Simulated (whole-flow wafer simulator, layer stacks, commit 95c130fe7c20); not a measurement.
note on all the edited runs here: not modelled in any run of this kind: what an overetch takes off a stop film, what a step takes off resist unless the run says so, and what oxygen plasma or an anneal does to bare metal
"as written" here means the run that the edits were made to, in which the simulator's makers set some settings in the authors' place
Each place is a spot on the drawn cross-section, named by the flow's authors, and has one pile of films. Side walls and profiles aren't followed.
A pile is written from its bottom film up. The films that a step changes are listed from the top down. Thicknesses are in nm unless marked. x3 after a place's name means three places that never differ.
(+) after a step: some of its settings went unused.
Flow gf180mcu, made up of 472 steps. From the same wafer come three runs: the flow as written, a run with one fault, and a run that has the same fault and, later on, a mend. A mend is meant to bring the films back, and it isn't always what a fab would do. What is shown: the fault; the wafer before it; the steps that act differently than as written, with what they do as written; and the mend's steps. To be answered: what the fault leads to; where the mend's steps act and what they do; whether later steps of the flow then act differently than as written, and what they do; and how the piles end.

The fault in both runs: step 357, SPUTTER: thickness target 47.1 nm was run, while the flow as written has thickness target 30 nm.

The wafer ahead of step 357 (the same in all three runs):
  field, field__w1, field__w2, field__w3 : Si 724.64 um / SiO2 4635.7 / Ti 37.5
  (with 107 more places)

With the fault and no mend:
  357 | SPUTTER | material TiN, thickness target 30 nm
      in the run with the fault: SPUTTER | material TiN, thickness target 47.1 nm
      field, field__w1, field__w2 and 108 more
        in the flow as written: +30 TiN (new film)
        in the run with the fault: +47.1 TiN (new film)
  Later steps of the flow acting differently than as written:
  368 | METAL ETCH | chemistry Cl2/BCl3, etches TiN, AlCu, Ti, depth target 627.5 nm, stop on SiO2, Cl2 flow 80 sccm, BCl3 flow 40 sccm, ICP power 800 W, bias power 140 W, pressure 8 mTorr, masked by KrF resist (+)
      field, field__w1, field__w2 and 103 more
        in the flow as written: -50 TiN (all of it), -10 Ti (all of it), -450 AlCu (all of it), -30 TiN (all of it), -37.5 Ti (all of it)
        in the run with the fault: -50 TiN (all of it), -10 Ti (all of it), -450 AlCu (all of it), -47.1 TiN (all of it), -37.5 Ti (all of it)
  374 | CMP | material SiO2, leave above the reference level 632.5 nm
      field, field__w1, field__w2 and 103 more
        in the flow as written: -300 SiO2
        in the run with the fault: -282.9 SiO2
  The piles end different from the flow's at field__w8, contact, m1, m1__w1, m1_nw by more than 2% or 0.5 nm, whichever is larger.
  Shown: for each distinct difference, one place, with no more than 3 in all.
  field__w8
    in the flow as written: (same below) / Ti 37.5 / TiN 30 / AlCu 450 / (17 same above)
    in the run with the fault: (same below) / Ti 37.5 / TiN 47.1 / AlCu 450 / (17 same above)
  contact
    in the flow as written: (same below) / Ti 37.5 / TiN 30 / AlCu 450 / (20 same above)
    in the run with the fault: (same below) / Ti 37.5 / TiN 47.1 / AlCu 450 / (20 same above)

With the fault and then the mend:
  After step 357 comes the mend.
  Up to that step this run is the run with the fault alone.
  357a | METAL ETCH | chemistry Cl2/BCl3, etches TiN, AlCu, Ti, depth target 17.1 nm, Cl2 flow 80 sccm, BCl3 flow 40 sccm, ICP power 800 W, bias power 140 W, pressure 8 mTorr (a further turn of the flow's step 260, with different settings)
      field, field__w1, field__w2 and 108 more
        -17.1 TiN
  None of the later steps of the flow acts differently than as written at any place that is followed.
  At every place that both follow, the piles at the end match the flow's.
